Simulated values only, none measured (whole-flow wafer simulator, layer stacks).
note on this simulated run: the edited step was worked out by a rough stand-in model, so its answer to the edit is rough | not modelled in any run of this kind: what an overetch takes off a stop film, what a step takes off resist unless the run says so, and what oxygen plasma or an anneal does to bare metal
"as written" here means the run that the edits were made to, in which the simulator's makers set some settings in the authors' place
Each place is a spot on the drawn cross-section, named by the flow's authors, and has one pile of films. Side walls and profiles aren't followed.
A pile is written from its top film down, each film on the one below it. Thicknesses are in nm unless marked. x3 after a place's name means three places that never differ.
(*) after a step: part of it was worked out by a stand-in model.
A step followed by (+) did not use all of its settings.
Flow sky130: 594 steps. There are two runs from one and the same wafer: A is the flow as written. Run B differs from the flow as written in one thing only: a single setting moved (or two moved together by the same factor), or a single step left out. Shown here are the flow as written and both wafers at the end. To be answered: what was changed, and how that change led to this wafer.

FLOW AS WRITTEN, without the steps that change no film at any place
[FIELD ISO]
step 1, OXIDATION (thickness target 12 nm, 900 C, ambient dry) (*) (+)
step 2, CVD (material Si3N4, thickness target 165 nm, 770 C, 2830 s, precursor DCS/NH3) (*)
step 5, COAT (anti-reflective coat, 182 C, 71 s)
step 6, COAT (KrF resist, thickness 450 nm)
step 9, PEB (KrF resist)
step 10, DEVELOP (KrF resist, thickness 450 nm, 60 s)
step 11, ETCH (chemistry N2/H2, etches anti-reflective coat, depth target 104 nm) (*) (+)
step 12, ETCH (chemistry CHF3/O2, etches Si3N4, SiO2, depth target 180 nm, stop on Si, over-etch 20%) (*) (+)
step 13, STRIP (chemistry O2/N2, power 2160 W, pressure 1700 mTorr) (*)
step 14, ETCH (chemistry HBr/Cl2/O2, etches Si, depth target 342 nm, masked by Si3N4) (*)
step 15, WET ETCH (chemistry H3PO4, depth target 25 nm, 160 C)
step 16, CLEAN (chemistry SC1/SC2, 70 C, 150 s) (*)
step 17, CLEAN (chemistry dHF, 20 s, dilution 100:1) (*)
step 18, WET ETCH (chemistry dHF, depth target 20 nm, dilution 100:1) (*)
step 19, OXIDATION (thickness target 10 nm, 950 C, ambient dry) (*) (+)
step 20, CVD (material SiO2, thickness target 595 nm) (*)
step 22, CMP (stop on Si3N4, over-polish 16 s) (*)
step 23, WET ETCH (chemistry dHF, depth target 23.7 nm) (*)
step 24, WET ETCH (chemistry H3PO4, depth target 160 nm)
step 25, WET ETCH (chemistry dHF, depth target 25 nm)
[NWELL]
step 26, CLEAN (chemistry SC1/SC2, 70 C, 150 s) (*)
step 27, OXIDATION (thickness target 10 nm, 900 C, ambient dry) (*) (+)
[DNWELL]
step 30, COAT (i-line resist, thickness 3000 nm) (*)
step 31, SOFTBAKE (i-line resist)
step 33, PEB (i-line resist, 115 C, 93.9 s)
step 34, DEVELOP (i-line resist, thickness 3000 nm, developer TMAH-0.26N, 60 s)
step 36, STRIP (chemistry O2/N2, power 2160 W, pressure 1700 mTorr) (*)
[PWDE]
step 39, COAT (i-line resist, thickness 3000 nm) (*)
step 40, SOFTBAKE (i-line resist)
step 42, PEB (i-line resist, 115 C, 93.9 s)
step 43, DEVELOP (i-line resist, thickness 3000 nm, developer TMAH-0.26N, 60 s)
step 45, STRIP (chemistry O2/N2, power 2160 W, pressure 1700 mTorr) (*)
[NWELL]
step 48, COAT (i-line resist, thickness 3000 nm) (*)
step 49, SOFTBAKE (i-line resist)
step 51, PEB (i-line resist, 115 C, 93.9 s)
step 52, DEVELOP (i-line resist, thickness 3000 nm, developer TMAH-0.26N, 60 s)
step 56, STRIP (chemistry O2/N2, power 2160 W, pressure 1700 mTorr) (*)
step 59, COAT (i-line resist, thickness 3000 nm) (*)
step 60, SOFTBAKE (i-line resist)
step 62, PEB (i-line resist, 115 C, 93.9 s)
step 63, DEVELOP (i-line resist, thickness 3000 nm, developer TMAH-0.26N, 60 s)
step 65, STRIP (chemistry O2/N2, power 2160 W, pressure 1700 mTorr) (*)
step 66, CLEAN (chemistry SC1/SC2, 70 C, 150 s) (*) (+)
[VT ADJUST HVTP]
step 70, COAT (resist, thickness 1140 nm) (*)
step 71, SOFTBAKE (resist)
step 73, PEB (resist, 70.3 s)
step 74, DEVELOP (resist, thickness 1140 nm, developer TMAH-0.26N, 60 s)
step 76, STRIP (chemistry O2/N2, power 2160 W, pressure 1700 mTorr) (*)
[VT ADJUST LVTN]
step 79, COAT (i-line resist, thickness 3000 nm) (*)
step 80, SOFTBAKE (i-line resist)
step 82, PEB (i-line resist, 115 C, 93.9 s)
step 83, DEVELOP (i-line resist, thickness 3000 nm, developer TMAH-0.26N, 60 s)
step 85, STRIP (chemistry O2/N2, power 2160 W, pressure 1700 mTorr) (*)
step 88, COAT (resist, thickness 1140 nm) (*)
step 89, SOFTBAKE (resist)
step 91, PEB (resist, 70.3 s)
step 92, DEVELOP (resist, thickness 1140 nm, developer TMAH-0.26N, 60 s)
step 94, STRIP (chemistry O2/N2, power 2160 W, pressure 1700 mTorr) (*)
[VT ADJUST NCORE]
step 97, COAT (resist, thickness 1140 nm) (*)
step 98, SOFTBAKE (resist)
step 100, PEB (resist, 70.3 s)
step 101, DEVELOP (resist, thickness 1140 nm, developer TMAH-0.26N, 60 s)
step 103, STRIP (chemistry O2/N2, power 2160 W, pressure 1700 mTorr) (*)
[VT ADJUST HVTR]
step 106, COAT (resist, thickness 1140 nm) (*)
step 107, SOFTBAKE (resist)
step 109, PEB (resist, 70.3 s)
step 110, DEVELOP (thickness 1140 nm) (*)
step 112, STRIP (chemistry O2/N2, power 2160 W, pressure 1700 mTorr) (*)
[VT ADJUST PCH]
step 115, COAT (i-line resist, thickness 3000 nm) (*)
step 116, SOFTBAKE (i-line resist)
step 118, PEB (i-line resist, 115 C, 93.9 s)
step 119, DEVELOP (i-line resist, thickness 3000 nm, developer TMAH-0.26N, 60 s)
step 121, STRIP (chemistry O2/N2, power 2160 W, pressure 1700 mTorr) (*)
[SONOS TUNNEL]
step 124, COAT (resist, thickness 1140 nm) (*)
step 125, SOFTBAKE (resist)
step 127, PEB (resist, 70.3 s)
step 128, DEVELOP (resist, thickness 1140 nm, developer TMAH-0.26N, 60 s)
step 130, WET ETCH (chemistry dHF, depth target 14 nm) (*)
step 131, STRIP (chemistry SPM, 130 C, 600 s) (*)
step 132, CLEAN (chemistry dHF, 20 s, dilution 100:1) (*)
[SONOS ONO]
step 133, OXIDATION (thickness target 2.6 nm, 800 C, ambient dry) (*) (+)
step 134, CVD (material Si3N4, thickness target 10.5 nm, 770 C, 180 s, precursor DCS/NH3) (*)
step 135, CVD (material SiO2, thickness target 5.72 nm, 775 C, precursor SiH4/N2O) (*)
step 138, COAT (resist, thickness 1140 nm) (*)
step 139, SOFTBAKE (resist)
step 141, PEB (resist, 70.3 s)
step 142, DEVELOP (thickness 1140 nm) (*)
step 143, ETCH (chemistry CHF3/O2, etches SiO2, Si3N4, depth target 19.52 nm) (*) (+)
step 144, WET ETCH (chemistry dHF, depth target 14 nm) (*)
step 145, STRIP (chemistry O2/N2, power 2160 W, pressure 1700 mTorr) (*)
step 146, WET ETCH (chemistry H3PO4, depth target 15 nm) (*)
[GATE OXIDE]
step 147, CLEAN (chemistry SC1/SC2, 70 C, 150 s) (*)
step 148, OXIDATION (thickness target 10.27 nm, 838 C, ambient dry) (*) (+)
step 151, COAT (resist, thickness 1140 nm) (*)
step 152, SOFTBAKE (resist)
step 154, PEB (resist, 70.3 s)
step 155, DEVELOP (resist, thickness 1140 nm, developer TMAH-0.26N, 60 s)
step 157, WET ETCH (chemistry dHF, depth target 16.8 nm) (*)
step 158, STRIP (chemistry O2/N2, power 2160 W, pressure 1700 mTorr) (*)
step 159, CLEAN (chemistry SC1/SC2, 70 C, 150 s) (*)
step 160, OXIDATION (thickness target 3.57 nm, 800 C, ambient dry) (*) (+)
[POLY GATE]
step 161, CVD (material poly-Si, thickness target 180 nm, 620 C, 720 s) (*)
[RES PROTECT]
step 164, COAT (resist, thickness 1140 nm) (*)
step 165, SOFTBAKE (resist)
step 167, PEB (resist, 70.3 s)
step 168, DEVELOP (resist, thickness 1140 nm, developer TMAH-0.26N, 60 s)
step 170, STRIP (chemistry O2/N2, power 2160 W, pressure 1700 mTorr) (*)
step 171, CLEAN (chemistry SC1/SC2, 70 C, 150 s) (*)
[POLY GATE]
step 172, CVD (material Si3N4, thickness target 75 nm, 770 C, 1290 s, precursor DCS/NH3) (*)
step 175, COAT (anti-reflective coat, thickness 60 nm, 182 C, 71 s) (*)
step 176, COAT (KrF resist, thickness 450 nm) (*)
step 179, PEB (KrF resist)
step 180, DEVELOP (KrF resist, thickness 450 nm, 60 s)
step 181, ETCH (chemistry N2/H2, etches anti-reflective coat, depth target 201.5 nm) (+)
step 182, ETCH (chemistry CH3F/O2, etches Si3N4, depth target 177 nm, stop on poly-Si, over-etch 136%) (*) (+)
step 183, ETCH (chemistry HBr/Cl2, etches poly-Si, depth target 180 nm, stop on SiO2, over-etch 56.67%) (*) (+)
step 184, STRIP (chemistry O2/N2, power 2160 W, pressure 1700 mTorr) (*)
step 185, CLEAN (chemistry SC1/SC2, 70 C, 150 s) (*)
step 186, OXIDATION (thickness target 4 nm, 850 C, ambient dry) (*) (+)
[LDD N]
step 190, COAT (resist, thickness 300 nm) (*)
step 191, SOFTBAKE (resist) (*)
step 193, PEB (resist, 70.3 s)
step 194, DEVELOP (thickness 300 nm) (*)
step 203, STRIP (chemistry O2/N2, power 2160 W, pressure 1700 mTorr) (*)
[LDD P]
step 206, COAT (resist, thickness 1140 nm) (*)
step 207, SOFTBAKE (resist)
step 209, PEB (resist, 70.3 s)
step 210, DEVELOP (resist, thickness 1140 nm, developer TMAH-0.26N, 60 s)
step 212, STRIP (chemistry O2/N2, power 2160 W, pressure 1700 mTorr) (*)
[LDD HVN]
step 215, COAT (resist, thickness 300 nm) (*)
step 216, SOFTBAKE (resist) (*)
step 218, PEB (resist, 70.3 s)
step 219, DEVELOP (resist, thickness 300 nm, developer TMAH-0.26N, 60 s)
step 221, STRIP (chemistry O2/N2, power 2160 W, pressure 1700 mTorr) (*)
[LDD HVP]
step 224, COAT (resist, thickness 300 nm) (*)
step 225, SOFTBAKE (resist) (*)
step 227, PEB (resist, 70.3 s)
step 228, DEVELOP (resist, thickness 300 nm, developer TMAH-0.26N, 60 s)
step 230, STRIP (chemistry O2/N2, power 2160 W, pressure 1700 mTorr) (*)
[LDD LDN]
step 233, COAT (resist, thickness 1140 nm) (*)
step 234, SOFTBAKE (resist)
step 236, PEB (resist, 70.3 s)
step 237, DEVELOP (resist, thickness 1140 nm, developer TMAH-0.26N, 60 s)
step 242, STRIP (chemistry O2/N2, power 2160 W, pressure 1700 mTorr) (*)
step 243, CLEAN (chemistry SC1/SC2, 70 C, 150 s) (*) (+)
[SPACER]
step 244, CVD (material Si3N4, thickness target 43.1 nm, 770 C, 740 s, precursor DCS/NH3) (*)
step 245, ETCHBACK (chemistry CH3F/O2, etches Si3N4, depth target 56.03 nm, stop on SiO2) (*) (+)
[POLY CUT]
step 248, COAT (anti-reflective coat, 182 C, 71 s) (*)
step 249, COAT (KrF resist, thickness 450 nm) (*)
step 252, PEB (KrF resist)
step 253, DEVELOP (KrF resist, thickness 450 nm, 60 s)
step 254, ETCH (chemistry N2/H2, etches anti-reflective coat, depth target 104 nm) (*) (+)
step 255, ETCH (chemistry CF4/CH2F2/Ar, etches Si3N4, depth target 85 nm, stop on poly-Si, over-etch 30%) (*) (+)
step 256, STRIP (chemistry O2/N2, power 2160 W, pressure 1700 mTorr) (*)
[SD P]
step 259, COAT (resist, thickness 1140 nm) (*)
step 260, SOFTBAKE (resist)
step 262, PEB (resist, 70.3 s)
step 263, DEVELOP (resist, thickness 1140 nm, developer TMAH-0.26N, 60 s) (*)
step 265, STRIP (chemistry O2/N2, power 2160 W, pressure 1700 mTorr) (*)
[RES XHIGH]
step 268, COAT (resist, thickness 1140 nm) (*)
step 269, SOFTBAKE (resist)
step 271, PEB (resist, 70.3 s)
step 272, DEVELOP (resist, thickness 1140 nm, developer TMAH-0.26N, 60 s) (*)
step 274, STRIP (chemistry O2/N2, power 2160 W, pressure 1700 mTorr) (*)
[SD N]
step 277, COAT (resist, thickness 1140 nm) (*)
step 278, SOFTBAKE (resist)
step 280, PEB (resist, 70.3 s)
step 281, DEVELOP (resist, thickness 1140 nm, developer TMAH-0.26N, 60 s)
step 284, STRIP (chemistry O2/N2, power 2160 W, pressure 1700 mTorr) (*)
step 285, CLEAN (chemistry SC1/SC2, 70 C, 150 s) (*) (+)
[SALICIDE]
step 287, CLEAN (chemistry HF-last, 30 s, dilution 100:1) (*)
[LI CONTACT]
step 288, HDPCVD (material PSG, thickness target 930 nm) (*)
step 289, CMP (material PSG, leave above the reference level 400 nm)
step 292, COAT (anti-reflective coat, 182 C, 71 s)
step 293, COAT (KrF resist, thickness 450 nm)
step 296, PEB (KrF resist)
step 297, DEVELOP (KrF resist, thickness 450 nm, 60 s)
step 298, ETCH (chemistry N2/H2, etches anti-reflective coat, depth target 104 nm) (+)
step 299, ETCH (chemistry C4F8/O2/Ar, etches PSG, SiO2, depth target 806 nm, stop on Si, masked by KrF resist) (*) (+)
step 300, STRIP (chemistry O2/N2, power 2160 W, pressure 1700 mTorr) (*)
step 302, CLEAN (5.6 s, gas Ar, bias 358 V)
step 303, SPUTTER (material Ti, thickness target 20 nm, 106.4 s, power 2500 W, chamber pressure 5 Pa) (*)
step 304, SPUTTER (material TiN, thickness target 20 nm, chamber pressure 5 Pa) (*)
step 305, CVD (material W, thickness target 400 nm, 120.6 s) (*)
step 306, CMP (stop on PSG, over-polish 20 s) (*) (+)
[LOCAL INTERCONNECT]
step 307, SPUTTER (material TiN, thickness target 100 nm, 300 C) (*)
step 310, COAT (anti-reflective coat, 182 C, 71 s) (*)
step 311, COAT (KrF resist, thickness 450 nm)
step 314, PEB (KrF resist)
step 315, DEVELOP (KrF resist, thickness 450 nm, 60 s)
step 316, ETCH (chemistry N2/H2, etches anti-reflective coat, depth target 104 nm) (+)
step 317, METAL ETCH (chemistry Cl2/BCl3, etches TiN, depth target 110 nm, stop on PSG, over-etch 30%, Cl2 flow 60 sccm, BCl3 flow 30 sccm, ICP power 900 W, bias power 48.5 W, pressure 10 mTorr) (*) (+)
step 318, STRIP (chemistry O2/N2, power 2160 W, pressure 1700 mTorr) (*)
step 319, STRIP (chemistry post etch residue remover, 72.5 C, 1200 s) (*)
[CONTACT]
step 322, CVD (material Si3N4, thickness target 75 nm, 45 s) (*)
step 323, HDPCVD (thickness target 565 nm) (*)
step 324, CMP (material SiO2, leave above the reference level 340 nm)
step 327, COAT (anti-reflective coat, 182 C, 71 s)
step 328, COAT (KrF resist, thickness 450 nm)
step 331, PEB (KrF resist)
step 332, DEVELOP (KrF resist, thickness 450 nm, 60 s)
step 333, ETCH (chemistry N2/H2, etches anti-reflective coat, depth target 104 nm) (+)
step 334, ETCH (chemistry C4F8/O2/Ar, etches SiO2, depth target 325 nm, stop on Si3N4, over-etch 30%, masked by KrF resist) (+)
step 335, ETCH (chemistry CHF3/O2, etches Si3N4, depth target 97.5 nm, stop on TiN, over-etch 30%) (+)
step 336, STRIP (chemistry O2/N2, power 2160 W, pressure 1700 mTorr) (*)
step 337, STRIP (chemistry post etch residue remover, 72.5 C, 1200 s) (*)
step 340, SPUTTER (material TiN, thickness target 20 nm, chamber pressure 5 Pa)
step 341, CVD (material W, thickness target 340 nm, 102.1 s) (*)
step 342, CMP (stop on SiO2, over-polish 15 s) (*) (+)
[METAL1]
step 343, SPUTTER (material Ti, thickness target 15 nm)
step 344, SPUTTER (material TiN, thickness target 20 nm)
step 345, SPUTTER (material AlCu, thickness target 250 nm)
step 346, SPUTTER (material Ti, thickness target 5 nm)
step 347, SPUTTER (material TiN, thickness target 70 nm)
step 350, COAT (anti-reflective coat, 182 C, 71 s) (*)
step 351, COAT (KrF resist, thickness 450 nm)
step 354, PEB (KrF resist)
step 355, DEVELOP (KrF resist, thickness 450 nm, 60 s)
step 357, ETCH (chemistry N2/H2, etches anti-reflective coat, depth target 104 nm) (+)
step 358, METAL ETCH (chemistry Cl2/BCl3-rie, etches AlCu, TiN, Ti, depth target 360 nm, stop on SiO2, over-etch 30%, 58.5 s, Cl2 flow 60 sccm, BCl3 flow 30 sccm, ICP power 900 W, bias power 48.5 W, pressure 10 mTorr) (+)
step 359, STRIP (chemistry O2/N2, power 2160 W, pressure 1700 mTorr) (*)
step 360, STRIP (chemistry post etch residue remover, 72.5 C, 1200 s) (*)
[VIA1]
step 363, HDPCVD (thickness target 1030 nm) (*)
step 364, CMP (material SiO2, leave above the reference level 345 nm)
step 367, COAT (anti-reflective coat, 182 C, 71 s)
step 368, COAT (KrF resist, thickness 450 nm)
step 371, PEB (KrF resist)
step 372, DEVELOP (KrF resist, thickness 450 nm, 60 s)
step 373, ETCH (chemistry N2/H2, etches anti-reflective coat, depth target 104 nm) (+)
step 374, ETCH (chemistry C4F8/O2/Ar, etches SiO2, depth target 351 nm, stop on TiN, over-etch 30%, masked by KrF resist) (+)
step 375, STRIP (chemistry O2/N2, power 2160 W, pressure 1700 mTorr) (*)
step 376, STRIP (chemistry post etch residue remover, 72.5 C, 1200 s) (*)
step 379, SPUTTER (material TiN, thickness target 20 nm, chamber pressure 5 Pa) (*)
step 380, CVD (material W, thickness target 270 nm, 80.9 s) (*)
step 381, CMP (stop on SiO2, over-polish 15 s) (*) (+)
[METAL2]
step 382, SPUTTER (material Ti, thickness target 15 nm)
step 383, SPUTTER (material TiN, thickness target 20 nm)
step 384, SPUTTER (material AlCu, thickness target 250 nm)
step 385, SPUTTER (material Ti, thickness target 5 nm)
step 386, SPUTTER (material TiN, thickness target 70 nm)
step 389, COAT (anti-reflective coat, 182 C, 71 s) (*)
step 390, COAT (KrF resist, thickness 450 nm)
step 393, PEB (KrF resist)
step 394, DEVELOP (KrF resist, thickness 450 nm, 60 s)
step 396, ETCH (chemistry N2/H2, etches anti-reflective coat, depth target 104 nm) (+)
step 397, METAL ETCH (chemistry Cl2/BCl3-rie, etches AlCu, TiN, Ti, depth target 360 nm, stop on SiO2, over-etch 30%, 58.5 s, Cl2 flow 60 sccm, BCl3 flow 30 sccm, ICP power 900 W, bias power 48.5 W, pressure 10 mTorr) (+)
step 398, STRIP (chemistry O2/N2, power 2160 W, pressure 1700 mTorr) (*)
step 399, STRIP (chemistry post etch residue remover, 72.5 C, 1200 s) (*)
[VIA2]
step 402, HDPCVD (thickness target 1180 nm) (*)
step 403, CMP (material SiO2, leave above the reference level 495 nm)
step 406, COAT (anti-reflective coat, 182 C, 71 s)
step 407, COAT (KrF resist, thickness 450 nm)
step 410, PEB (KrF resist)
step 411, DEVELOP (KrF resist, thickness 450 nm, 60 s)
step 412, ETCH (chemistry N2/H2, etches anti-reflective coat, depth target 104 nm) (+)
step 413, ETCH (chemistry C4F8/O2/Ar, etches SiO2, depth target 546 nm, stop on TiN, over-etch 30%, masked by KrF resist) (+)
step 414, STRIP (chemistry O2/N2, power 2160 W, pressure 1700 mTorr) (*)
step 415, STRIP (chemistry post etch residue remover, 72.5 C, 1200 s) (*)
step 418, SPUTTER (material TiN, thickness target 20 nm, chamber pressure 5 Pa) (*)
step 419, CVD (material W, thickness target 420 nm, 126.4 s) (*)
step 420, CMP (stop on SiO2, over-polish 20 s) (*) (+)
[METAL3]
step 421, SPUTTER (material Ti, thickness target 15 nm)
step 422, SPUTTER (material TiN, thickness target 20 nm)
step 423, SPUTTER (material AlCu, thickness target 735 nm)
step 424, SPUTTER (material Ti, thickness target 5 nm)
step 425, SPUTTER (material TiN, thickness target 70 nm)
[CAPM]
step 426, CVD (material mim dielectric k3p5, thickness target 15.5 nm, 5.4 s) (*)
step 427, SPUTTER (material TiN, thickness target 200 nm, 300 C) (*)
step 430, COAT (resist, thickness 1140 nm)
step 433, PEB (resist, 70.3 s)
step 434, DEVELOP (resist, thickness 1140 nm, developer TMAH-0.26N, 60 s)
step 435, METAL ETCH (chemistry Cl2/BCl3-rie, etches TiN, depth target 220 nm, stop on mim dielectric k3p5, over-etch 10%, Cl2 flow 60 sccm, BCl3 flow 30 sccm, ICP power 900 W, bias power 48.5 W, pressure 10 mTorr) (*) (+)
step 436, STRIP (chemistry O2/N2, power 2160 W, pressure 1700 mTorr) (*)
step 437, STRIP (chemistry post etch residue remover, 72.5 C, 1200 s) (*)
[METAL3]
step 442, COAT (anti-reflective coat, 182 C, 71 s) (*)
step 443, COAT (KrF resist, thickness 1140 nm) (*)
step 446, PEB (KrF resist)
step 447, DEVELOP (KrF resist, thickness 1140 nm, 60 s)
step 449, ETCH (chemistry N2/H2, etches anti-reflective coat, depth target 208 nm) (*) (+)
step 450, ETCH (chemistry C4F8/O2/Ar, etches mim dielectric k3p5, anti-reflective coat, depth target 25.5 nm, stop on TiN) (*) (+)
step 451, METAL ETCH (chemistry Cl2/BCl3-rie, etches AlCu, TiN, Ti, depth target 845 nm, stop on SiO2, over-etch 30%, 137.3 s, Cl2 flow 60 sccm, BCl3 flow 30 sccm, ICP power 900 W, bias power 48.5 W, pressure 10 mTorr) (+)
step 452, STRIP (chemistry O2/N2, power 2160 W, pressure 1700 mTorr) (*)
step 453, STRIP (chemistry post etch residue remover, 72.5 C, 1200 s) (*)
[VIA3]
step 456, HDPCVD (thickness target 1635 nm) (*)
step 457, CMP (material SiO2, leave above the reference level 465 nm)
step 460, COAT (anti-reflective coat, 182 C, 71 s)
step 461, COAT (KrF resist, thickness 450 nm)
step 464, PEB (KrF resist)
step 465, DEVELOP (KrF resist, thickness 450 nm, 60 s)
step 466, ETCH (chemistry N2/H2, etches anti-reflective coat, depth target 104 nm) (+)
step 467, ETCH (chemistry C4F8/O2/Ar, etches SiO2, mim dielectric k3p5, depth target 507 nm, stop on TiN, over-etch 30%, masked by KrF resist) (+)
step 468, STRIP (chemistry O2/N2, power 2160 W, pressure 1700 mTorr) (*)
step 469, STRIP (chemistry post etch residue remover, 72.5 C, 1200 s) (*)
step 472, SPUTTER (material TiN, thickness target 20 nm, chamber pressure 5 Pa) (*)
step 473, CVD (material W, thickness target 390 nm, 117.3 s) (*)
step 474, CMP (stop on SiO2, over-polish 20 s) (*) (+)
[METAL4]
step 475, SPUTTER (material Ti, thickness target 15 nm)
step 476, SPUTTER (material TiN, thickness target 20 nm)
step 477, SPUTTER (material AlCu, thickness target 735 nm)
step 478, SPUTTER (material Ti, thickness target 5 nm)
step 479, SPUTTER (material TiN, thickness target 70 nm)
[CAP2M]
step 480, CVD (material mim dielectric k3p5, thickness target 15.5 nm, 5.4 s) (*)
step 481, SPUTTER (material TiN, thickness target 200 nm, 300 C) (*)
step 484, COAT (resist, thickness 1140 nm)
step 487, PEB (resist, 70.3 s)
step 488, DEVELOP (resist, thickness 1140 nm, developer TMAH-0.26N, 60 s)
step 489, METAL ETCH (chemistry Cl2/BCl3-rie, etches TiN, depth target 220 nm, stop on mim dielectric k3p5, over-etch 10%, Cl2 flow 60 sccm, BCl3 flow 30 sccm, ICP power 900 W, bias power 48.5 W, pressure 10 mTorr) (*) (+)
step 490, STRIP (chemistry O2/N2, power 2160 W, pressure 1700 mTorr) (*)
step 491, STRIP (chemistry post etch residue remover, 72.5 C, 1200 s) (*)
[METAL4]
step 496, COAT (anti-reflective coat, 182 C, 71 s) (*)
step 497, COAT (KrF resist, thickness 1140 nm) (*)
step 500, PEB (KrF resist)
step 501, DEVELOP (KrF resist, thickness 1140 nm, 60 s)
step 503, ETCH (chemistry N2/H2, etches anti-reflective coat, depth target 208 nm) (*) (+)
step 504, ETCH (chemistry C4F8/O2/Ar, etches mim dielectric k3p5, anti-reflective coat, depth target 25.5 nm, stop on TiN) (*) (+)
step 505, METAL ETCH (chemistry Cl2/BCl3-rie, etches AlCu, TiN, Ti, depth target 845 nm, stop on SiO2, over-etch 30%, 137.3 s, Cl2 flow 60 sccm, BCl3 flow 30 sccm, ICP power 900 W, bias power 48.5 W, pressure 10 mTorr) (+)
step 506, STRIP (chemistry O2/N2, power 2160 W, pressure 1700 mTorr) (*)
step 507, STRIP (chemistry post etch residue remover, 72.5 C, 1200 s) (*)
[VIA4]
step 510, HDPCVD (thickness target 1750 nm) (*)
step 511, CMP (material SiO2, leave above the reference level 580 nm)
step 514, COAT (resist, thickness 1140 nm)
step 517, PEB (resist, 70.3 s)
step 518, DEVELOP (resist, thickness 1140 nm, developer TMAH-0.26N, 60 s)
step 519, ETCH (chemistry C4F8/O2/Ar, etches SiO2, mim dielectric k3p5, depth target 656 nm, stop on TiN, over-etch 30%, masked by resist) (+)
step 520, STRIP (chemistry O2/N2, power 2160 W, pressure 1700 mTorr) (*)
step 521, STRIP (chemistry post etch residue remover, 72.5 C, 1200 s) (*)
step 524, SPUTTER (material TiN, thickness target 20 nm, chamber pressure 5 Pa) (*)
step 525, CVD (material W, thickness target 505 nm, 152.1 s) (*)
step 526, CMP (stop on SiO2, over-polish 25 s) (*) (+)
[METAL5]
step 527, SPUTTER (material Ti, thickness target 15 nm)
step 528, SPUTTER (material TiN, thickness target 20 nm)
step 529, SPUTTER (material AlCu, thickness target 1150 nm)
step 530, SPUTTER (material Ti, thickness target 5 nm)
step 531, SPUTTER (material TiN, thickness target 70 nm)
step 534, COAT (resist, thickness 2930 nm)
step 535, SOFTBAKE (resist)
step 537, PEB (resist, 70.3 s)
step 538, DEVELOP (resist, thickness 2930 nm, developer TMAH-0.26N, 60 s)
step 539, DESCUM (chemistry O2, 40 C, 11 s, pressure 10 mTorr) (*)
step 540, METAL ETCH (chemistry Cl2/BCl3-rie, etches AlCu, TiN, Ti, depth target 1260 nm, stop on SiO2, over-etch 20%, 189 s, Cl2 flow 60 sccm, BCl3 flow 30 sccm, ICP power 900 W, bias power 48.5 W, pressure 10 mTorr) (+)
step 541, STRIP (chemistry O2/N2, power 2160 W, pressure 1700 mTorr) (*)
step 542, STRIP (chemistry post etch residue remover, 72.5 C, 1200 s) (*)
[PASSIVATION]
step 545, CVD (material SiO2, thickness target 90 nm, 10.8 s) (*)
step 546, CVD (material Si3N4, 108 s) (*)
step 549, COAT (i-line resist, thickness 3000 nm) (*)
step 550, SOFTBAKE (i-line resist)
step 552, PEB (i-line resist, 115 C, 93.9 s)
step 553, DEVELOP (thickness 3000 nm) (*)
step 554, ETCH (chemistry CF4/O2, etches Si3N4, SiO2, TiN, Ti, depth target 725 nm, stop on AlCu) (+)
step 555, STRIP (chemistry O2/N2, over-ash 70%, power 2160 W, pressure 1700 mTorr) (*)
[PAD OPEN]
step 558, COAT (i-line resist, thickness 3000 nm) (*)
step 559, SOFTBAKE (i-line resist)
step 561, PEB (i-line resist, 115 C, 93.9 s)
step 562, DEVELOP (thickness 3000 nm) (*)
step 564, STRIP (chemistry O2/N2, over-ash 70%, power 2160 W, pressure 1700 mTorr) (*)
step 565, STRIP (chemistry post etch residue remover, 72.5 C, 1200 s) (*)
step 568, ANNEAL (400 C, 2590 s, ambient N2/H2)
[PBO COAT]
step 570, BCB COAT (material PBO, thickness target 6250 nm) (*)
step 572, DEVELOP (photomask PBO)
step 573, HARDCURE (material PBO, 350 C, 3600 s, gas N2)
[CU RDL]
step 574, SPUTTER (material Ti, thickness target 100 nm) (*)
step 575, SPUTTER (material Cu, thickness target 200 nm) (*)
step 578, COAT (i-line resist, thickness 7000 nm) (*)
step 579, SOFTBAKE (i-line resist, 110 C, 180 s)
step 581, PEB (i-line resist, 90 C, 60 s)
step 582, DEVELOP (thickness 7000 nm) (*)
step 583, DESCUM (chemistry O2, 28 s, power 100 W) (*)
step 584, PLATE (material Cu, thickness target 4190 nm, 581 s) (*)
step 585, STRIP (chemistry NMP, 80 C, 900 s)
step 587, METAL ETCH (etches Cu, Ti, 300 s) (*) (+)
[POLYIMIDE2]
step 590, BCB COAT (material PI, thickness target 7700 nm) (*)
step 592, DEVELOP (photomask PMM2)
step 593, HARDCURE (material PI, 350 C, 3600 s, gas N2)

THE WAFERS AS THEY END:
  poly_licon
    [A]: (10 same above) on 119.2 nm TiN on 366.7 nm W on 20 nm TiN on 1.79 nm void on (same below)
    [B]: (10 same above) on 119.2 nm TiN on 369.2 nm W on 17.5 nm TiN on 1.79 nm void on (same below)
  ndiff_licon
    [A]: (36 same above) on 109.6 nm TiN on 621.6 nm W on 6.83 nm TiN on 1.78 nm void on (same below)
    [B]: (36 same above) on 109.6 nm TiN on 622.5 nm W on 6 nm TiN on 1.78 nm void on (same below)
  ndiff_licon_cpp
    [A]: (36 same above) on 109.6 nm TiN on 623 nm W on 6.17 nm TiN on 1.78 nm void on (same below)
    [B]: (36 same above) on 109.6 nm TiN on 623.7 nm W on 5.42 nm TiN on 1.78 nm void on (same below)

Cause: step 304, SPUTTER: thickness target 17.5 nm was run, whereas the flow has thickness target 20 nm.
The wafer itself shows it: poly_licon has TiN 17.5, and step 304 as written asks for 20 nm.

The path from the change to this, step by step:
  step 304, SPUTTER (material TiN, thickness target 20 nm, chamber pressure 5 Pa) (*)
      field, active, n_well and 185 more: A TiN gains 20 (new film) | B TiN gains 17.5 (new film)
      ndiff_licon: A TiN gains 6.83 (new film) | B TiN gains 6 (new film)
      (as well as at 2 more places)
  step 306, CMP (stop on PSG, over-polish 20 s) (*) (+)
      field, active, n_well and 184 more: A W loses 400 (all of it), TiN loses 20 (all of it), Ti loses 20 (all of it), PSG loses 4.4 | B W loses 400 (all of it), TiN loses 17.5 (all of it), Ti loses 20 (all of it), PSG loses 4.4
      poly_licon: A W loses 33.3 | B W loses 30.8
